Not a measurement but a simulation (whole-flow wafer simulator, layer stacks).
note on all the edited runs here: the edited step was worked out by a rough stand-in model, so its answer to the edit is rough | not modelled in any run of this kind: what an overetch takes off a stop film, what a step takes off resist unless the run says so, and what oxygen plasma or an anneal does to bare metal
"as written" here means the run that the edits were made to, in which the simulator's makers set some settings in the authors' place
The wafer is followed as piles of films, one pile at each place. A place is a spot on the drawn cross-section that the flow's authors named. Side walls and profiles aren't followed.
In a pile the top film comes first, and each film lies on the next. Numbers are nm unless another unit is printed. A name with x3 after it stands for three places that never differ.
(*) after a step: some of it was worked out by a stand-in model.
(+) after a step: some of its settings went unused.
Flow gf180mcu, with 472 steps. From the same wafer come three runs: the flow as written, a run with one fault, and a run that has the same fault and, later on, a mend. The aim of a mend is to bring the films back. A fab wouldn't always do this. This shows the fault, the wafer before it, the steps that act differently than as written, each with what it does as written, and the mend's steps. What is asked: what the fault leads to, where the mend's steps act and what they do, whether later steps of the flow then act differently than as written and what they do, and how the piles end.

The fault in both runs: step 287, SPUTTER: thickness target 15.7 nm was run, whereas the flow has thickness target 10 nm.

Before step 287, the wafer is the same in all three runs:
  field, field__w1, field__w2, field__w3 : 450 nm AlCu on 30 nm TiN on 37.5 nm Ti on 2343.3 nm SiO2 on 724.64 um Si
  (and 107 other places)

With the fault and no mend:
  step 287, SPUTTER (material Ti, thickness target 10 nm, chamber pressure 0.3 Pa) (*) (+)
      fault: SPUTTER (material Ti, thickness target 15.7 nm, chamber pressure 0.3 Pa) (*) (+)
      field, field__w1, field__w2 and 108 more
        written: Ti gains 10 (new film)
        fault: Ti gains 15.7 (new film)
  Steps further on in the flow that do not act as written (5 more steps, not shown, differ only slightly: by at most 2% or 0.5 nm, whichever is larger):
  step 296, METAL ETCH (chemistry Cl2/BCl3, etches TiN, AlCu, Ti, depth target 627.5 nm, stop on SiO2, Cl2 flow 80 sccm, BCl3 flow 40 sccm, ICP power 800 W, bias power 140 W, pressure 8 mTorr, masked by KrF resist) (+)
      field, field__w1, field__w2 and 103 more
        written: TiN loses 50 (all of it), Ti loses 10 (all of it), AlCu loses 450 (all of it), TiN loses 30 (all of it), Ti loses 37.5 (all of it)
        fault: TiN loses 50 (all of it), Ti loses 15.7 (all of it), AlCu loses 450 (all of it), TiN loses 30 (all of it), Ti loses 37.5 (all of it)
  By the end, the piles at field__w8, contact, m1, m1__w1, m1_nw depart from the flow's by more than 2% or 0.5 nm, whichever is larger.
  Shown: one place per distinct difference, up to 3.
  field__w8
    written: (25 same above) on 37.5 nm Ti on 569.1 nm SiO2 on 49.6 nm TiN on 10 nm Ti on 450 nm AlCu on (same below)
    fault: (25 same above) on 37.5 nm Ti on 563.4 nm SiO2 on 49.6 nm TiN on 15.7 nm Ti on 450 nm AlCu on (same below)
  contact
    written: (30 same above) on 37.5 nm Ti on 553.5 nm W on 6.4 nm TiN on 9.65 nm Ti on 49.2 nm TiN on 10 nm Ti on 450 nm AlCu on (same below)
    fault: (30 same above) on 37.5 nm Ti on 547.7 nm W on 6.43 nm TiN on 9.68 nm Ti on 49.2 nm TiN on 15.7 nm Ti on 450 nm AlCu on (same below)

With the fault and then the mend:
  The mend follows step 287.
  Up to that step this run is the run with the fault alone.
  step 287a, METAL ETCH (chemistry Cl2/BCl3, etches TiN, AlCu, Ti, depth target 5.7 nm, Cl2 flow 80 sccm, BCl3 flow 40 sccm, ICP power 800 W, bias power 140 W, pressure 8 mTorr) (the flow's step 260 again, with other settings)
      field, field__w1, field__w2 and 108 more
        Ti loses 5.7
  None of the later steps of the flow acts differently than as written at any place that is followed.
  By the end, the piles equal the flow's at every place that both follow.
